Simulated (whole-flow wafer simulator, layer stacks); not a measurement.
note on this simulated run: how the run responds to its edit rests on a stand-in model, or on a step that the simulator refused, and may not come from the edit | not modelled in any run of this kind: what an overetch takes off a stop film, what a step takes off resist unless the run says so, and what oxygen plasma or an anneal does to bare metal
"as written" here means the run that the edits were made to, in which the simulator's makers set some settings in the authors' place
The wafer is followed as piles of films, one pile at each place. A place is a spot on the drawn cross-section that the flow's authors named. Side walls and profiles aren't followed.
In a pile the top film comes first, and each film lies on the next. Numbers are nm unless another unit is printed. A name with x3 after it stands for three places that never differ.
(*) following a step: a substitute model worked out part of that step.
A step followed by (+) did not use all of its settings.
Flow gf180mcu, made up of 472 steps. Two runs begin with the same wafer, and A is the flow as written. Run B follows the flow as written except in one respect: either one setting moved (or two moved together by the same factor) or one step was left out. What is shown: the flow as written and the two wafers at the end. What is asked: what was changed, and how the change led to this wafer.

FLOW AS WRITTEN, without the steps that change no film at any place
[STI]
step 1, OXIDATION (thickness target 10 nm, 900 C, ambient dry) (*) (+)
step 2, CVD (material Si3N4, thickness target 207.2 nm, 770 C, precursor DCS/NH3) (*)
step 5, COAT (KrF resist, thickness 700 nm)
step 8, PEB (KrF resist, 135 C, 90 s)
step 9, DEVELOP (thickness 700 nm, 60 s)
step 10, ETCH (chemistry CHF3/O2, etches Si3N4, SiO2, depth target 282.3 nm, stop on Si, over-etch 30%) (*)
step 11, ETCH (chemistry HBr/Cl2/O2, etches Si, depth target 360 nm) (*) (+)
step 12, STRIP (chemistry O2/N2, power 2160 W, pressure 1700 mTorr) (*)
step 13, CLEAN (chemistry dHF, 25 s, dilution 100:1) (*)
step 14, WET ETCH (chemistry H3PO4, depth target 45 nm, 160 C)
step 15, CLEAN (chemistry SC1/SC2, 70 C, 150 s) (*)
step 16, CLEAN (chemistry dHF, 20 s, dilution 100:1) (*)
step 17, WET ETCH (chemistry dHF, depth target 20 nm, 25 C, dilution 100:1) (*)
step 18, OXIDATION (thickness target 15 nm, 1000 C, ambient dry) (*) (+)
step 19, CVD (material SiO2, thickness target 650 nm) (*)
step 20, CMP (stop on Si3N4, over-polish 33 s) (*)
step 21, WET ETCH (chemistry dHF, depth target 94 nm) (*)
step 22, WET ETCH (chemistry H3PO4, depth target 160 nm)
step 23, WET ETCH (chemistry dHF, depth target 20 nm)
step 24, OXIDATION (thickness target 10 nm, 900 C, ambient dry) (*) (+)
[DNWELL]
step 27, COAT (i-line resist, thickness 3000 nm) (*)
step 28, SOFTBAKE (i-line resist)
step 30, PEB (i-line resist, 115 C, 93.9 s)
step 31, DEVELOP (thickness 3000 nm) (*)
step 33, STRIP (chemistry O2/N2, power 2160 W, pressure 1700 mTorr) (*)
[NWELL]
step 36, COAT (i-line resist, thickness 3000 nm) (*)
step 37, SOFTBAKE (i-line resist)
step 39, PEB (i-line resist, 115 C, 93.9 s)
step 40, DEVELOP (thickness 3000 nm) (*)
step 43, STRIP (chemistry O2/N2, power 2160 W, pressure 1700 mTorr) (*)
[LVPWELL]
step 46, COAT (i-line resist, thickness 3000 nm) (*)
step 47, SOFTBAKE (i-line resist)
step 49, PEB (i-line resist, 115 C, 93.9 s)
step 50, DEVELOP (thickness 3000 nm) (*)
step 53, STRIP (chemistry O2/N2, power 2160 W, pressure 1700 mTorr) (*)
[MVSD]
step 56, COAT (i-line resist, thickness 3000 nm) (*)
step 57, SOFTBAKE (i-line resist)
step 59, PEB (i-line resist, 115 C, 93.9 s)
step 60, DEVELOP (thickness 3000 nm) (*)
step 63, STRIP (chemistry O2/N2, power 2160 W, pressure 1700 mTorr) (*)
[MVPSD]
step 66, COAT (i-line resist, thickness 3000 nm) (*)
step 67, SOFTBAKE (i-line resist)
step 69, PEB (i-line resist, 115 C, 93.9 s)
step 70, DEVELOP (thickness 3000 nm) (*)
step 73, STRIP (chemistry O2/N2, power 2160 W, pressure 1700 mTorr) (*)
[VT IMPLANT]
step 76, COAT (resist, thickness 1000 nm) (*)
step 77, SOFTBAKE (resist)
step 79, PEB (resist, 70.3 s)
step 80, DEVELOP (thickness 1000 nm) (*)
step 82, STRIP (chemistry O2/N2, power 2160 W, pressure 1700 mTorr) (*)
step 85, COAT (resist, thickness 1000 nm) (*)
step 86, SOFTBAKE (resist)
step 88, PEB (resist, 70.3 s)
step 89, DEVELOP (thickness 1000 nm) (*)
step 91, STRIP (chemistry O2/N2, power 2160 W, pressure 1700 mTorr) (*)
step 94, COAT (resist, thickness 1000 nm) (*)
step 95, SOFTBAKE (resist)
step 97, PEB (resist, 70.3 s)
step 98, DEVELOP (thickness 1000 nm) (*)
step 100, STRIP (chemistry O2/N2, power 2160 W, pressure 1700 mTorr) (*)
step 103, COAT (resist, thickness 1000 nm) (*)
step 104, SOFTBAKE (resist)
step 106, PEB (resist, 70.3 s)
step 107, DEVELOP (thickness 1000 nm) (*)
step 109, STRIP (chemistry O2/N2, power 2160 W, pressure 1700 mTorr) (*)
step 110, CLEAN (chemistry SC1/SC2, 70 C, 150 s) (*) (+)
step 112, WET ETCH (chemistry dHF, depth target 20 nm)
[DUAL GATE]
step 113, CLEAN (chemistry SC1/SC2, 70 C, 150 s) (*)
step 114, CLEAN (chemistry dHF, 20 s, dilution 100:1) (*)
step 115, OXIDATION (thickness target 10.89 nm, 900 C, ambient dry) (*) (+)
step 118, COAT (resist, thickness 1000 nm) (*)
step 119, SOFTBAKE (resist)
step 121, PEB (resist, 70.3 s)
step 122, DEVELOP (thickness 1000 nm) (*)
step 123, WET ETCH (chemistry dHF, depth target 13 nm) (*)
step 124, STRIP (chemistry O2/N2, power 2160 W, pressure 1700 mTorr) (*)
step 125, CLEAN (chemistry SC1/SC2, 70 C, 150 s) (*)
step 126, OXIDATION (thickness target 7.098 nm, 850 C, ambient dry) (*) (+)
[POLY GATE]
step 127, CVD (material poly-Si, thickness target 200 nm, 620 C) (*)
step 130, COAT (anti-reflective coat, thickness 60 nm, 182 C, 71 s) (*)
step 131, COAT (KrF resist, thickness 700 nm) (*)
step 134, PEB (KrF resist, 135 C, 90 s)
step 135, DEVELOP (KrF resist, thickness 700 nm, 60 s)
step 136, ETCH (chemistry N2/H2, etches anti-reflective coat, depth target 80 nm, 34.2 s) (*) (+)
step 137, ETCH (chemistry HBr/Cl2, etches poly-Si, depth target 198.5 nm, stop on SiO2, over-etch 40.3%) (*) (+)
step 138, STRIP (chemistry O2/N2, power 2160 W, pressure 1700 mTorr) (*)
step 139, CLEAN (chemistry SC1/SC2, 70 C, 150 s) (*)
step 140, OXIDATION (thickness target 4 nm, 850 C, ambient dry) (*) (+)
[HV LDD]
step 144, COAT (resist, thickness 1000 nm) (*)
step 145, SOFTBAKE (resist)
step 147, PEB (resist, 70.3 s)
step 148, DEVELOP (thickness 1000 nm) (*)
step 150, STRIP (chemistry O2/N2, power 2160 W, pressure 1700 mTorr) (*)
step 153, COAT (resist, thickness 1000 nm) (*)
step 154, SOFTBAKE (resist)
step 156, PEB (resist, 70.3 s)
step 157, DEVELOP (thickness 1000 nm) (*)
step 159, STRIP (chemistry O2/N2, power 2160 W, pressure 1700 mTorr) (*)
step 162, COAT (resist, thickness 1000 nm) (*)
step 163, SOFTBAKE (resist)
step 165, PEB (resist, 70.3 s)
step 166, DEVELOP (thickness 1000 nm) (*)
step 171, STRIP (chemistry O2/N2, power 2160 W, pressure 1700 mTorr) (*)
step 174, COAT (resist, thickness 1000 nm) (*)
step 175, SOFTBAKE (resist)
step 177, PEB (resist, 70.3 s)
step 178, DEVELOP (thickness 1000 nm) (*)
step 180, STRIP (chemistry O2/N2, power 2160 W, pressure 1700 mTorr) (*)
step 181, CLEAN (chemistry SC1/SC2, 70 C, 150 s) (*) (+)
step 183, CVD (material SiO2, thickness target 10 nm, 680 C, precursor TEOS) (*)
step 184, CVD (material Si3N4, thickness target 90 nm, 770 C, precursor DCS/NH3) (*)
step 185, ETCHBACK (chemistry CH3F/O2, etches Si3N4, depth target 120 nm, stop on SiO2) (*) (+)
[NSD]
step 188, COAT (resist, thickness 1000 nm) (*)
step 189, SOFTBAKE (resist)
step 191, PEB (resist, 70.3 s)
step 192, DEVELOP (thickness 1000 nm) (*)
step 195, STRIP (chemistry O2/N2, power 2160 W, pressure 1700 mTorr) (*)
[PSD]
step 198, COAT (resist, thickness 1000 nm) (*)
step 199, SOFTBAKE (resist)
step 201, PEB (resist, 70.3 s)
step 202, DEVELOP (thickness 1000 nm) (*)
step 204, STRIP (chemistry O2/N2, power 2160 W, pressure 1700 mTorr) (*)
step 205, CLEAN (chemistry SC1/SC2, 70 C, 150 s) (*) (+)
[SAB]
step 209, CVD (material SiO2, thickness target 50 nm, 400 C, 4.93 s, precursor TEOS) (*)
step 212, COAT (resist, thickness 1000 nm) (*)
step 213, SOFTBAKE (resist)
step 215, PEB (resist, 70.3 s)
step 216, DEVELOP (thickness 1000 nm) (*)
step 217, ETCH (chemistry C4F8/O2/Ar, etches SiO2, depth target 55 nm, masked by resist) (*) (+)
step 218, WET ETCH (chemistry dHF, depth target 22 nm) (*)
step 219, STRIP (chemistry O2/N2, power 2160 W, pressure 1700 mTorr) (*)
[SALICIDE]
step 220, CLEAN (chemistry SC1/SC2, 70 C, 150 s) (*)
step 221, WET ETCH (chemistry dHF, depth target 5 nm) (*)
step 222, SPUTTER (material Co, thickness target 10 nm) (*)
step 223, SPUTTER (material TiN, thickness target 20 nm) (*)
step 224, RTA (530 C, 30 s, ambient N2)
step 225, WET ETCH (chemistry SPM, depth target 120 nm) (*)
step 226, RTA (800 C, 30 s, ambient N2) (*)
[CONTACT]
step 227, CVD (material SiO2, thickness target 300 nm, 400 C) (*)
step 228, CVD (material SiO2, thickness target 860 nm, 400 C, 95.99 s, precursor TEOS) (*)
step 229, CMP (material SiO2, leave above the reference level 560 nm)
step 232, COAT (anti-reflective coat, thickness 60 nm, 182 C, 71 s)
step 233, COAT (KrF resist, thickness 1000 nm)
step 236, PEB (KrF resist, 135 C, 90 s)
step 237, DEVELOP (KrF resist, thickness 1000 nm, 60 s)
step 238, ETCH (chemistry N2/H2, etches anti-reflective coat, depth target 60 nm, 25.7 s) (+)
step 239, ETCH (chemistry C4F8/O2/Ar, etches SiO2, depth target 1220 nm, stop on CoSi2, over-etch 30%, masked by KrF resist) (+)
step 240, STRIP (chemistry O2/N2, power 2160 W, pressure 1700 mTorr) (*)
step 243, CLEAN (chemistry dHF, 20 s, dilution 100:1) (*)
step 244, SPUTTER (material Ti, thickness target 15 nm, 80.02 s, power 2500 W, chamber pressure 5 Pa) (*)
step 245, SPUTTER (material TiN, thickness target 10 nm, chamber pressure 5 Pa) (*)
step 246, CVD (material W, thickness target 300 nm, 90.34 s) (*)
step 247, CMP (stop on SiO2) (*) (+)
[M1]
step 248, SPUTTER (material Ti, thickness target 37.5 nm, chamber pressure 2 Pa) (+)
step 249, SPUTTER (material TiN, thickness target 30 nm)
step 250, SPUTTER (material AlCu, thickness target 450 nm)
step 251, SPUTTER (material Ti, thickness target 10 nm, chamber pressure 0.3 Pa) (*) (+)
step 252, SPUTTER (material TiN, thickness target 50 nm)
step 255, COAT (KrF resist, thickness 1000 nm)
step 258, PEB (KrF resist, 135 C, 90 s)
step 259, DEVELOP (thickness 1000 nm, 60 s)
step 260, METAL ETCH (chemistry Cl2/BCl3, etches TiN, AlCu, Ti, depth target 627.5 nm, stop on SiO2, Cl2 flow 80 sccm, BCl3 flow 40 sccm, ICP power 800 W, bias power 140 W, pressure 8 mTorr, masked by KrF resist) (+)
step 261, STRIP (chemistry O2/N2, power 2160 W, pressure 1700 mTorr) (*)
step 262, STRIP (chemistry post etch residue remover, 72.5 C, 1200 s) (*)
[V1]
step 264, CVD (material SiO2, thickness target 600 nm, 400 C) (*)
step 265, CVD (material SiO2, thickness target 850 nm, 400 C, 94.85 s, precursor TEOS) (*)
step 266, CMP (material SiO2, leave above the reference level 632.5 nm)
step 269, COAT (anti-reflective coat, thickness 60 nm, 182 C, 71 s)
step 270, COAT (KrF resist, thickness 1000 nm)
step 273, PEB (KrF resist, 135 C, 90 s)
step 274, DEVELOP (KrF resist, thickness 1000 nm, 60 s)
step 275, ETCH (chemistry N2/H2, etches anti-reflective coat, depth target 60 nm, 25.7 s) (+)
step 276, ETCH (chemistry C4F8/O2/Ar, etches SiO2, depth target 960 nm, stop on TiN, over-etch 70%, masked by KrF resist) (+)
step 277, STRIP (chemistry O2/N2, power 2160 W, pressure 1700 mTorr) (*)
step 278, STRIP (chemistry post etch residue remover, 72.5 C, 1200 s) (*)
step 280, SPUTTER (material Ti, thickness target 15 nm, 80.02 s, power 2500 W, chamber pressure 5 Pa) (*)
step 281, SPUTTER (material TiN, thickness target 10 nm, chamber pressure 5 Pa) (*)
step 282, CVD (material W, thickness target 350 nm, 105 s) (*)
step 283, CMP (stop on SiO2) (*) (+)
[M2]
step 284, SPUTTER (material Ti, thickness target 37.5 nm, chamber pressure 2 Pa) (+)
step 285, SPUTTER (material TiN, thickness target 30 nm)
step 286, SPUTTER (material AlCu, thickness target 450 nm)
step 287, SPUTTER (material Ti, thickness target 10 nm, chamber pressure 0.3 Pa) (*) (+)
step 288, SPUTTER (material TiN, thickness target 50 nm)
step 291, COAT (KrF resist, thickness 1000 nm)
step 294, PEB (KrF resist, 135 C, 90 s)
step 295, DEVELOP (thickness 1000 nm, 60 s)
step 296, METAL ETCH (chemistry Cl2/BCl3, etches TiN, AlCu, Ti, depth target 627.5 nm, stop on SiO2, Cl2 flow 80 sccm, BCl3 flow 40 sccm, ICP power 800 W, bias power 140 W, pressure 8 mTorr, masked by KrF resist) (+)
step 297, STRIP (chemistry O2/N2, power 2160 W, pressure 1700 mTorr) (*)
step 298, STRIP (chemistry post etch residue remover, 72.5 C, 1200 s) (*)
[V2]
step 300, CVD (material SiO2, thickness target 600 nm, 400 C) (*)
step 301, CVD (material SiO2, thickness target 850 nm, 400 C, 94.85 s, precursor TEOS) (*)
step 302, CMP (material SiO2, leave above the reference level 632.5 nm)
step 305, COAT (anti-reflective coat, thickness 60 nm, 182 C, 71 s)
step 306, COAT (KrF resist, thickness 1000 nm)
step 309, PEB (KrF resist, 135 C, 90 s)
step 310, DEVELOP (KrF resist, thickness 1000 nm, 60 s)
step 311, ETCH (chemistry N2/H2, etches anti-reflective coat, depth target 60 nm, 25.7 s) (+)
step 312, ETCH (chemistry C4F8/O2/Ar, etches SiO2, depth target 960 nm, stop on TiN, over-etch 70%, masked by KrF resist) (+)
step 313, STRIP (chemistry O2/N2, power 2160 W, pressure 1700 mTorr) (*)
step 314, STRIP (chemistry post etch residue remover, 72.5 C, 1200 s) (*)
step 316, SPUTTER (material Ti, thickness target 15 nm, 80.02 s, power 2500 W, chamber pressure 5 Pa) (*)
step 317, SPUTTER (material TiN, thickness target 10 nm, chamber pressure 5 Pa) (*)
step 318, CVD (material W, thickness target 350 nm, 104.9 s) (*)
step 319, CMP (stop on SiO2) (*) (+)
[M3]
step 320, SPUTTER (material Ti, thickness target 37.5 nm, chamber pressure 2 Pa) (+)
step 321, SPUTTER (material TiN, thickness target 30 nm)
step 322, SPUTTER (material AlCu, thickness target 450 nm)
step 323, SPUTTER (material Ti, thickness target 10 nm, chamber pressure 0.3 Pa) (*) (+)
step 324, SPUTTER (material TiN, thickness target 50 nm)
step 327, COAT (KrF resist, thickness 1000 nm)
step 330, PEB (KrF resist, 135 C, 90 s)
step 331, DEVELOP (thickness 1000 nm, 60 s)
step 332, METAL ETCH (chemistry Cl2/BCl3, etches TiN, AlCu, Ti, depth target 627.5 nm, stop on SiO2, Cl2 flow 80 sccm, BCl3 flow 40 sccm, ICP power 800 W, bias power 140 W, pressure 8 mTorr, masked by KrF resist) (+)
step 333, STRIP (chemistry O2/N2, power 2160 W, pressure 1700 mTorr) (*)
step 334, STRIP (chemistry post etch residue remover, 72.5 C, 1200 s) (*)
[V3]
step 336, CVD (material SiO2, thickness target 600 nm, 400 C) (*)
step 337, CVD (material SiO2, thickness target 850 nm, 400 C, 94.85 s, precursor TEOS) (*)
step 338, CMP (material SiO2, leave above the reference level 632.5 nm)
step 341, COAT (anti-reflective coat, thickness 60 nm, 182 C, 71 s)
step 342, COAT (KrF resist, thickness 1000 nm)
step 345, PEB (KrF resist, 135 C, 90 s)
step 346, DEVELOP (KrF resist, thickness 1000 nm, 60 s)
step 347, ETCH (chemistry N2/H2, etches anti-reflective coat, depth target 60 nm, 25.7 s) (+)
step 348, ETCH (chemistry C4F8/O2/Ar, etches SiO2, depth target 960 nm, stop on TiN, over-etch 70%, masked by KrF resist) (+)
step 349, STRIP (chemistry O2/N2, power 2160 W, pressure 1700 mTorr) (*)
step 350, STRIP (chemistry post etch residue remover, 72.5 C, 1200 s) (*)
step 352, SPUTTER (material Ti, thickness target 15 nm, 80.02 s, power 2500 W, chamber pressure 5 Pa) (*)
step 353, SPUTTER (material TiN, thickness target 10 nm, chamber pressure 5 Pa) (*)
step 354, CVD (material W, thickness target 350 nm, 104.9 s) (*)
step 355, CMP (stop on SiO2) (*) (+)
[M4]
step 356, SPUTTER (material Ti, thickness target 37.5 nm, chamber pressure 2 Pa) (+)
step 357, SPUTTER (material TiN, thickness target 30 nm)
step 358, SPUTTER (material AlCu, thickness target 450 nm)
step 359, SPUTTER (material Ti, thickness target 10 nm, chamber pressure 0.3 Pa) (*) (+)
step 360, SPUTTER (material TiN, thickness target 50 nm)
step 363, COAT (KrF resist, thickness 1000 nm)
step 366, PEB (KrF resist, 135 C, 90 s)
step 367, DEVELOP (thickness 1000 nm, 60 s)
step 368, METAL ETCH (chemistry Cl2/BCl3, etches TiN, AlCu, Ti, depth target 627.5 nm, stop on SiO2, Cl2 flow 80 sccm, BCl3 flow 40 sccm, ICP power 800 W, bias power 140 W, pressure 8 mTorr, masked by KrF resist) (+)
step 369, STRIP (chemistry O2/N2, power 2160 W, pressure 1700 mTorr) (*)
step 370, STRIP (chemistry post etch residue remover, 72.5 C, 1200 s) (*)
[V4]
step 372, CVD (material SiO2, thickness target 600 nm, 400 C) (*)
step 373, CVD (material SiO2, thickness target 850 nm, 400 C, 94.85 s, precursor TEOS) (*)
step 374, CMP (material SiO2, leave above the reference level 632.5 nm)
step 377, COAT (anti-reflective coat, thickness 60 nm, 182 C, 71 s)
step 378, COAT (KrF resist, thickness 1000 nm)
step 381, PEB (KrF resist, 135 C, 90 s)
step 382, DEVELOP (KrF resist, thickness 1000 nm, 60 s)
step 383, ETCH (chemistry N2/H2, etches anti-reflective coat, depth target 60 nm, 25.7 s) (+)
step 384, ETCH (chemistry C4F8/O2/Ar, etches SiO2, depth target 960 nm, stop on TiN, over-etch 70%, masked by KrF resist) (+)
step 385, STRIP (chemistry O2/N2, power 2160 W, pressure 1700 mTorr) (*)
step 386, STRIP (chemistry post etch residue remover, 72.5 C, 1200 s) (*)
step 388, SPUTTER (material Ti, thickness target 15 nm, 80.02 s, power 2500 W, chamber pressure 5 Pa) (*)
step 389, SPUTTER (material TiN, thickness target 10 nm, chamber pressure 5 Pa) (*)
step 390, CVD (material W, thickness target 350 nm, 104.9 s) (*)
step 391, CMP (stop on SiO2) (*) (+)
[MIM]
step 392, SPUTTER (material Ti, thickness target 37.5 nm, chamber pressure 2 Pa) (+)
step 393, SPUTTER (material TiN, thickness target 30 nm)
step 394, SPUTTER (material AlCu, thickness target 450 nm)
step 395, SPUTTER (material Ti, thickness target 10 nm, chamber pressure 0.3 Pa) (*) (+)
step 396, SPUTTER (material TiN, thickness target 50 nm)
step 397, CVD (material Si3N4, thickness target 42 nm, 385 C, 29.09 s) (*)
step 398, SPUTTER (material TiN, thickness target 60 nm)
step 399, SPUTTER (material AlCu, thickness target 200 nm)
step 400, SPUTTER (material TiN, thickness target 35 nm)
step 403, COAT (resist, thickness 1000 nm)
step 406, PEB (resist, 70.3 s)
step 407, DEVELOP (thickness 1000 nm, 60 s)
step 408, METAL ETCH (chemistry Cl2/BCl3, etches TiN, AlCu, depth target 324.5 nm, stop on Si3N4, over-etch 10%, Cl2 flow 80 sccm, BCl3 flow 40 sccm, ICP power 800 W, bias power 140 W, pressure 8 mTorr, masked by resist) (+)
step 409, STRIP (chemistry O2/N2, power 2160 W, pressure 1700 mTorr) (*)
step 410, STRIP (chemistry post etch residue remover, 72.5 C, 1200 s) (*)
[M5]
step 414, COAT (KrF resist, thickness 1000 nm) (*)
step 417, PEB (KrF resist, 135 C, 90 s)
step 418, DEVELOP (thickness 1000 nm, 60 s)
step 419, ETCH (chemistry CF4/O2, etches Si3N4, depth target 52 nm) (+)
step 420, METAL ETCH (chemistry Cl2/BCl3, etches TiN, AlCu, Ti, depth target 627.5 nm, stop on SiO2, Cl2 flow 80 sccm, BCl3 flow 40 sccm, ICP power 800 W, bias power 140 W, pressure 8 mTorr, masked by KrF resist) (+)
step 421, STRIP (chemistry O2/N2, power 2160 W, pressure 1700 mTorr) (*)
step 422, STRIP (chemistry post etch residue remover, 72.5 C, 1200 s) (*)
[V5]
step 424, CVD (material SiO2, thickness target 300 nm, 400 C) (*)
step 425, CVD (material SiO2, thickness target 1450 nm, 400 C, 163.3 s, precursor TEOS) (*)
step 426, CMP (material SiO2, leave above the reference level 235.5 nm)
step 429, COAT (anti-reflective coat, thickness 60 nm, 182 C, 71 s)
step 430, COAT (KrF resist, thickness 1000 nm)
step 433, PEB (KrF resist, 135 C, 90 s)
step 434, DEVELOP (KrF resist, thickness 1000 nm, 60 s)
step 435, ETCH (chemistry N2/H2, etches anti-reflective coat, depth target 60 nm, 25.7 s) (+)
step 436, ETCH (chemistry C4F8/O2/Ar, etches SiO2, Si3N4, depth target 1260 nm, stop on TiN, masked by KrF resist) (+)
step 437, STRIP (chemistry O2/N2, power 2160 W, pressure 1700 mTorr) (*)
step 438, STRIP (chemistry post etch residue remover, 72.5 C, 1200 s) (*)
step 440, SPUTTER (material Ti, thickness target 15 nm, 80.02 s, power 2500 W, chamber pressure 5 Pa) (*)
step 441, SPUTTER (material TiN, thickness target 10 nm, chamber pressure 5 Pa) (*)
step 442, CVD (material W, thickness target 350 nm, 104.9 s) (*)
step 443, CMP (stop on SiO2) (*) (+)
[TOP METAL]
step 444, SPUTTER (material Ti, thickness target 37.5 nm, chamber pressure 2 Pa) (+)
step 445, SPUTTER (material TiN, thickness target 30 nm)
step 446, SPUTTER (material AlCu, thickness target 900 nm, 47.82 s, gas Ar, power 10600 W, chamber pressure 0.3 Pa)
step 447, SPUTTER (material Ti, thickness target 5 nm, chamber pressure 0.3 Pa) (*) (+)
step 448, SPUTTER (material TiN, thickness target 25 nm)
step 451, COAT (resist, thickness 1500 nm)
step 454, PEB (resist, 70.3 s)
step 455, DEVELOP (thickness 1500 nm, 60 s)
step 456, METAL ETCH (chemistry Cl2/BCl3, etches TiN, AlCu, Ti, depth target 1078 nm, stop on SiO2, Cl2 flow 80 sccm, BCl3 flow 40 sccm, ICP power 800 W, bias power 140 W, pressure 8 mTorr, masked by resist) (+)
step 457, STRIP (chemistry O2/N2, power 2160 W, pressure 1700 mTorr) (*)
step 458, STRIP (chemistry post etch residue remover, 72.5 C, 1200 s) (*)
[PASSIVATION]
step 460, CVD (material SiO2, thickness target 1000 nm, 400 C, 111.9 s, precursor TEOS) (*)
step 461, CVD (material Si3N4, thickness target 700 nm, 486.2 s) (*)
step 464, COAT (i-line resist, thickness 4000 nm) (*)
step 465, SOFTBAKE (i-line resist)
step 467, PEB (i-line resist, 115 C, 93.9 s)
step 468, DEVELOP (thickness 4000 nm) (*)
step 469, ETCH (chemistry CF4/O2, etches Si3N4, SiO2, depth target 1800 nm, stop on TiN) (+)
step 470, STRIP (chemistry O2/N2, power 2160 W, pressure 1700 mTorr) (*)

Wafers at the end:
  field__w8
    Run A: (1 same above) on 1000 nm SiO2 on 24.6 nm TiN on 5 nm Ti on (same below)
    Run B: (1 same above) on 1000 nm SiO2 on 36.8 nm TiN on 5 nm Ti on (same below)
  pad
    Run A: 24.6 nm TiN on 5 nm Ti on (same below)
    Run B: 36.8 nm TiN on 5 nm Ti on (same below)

The reason: step 448, SPUTTER: thickness target 37.2 nm was run, while the flow as written has thickness target 25 nm.

How this came from the change, step by step:
  step 448, SPUTTER (material TiN, thickness target 25 nm)
      field, field__w1, field__w2 and 109 more: A TiN gains 25 (new film) | B TiN gains 37.2 (new film)
  step 456, METAL ETCH (chemistry Cl2/BCl3, etches TiN, AlCu, Ti, depth target 1078 nm, stop on SiO2, Cl2 flow 80 sccm, BCl3 flow 40 sccm, ICP power 800 W, bias power 140 W, pressure 8 mTorr, masked by resist) (+)
      field, field__w1, field__w2 and 103 more: A TiN loses 25 (all of it), Ti loses 5 (all of it), AlCu loses 900 (all of it), TiN loses 30 (all of it), Ti loses 37.5 (all of it) | B TiN loses 37.2 (all of it), Ti loses 5 (all of it), AlCu loses 900 (all of it), TiN loses 30 (all of it), Ti loses 37.5 (all of it)
  step 465, SOFTBAKE (i-line resist)
      gate: A i-line resist gains 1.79 | B i-line resist loses 0.27
      ld_acc_p, ld_fp_p, ld_drift_p: A i-line resist gains 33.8 | B i-line resist gains 27.4
      (and at 56 other places as well)
